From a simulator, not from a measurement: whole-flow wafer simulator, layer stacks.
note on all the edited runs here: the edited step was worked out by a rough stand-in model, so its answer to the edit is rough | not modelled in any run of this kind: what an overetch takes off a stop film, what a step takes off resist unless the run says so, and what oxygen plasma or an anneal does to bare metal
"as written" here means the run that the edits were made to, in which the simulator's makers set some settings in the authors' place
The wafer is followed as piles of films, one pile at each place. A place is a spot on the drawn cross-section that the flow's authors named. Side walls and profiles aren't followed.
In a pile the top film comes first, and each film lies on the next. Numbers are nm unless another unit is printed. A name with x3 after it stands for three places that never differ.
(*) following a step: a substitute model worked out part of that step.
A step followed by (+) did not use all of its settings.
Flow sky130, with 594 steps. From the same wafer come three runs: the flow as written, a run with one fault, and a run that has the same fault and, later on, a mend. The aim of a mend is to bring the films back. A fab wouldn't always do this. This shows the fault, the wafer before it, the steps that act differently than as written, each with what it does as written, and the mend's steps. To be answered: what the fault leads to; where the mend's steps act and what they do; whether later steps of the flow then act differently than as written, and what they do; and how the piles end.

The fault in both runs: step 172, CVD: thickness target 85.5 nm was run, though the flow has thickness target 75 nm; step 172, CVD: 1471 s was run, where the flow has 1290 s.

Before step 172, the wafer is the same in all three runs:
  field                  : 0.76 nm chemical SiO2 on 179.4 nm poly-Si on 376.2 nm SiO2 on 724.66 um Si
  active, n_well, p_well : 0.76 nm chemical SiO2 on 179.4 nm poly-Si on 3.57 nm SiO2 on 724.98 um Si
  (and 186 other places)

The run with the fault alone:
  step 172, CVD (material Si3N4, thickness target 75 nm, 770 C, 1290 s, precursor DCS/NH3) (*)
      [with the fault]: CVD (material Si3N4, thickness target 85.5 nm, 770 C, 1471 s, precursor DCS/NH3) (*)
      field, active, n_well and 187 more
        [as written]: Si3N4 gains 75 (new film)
        [with the fault]: Si3N4 gains 85.5 (new film)
  Steps further on in the flow that do not act as written (40 other steps are not shown; they differ only slightly, by no more than 2% or 0.5 nm, whichever is larger):
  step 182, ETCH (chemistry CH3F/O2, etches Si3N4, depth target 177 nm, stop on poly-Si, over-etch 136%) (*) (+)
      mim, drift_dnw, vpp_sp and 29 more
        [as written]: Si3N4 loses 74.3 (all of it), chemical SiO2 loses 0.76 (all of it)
        [with the fault]: Si3N4 loses 84.8 (all of it), chemical SiO2 loses 0.76 (all of it)
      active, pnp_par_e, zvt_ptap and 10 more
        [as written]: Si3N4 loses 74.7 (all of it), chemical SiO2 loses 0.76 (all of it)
        [with the fault]: Si3N4 loses 85.2 (all of it), chemical SiO2 loses 0.76 (all of it)
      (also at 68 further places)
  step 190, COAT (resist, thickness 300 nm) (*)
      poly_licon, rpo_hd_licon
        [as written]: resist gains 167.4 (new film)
        [with the fault]: resist gains 162.8 (new film)
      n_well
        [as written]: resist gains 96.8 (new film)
        [with the fault]: resist gains 86.5 (new film)
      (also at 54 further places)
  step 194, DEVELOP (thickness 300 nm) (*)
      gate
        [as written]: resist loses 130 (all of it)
        [with the fault]: resist loses 121.7 (all of it)
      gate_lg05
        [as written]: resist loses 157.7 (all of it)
        [with the fault]: resist loses 151.6 (all of it)
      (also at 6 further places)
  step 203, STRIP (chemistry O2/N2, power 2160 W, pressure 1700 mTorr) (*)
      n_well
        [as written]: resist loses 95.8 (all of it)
        [with the fault]: resist loses 85.6 (all of it)
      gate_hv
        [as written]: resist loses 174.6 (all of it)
        [with the fault]: resist loses 169.1 (all of it)
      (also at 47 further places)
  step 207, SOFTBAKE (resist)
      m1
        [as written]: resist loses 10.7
        [with the fault]: resist loses 11.3
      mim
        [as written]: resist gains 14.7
        [with the fault]: resist gains 15.4
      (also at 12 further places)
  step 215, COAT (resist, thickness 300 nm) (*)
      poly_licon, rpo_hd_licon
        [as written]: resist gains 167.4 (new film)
        [with the fault]: resist gains 162.8 (new film)
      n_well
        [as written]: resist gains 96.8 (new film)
        [with the fault]: resist gains 86.5 (new film)
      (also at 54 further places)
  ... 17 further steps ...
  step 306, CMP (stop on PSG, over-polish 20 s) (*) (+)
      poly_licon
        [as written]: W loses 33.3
        [with the fault]: W loses 22.8
  By the end, the piles at n_well, gate, gate_hv and 83 more depart from the flow's by more than 2% or 0.5 nm, whichever is larger.
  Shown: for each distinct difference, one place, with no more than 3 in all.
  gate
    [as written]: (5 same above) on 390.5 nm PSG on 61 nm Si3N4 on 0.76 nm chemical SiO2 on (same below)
    [with the fault]: (5 same above) on 390.5 nm PSG on 71.5 nm Si3N4 on 0.76 nm chemical SiO2 on (same below)
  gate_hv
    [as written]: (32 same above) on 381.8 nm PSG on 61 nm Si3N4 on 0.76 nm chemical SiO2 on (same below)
    [with the fault]: (32 same above) on 381.8 nm PSG on 71.5 nm Si3N4 on 0.76 nm chemical SiO2 on (same below)
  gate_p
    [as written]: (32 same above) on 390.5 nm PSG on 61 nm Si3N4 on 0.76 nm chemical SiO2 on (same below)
    [with the fault]: (32 same above) on 390.5 nm PSG on 71.5 nm Si3N4 on 0.76 nm chemical SiO2 on (same below)

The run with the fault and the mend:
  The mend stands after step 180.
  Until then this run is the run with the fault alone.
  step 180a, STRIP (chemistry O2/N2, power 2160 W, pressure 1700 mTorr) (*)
      vpp_iso1, m1_ln, vpp_m3ln, vpp_m4ln, dep_dnw_sti, iso_dnw_wall, de16_nwb_sti
        anti-reflective coat loses 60 (all of it)
      p_well, sd_n, sd_p, contact
        anti-reflective coat loses 105.5 (all of it)
      mim_edge_plate_strap, mim_edge_plate, mim_edge_gap, mim_edge_gap_sheet
        anti-reflective coat loses 55.4 (all of it)
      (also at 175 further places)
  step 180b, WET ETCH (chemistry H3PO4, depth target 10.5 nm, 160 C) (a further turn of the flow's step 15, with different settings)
      field, active, n_well and 187 more
        Si3N4 loses 10.5
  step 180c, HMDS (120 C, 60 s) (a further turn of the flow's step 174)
      does not change any film at any place that is followed
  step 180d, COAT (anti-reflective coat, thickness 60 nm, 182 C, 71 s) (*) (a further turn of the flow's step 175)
      dice_street, vpp_iso1, m1_ln and 6 more
        anti-reflective coat gains 60 (new film)
      p_well, sd_n, sd_p, contact
        anti-reflective coat gains 105.5 (new film)
      mim_edge_plate_strap, mim_edge_plate, mim_edge_gap, mim_edge_gap_sheet
        anti-reflective coat gains 55.4 (new film)
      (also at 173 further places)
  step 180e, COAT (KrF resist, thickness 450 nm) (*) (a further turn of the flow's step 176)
      n_well, p_well, sd_n and 7 more
        KrF resist gains 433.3 (new film)
      dice_street, dep_dnw_sti, iso_dnw_wall, gate_p_sd, grade_field_poly, de16_nwb_sti
        KrF resist gains 450 (new film)
      mim, rpm_encl_psd_hv, rxpo_ln, rxpo_wd
        KrF resist gains 445.5 (new film)
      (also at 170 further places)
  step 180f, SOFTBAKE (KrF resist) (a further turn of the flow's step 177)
      does not change any film at any place that is followed
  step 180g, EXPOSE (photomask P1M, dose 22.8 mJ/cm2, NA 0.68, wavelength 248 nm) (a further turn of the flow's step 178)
      does not change any film at any place that is followed
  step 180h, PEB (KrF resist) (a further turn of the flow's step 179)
      gate_hv, m1, sonos_cell and 65 more
        KrF resist loses 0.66
      field, active, gate and 60 more
        KrF resist loses 0.65
      spacer, nwell_res, pplus_nw and 18 more
        KrF resist loses 0.67
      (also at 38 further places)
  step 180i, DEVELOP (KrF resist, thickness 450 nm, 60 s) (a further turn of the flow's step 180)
      n_well, gate, gate_hv and 74 more
        KrF resist loses 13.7
      p_well, sd_n, sd_p, contact, mim_edge_plate_strap, mim_edge_plate, mim_edge_gap, mim_edge_gap_sheet
        KrF resist loses 432.7 (all of it)
      vpp_sp, vpp_m3ln, vpp_m4ln, m5_stack_ln
        KrF resist loses 449 (all of it)
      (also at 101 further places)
  None of the later steps of the flow differs from how it acts as written, at any place that is followed, by more than 2% or 0.5 nm, whichever is larger.
  The piles end the same as the flow's at every place that both follow.
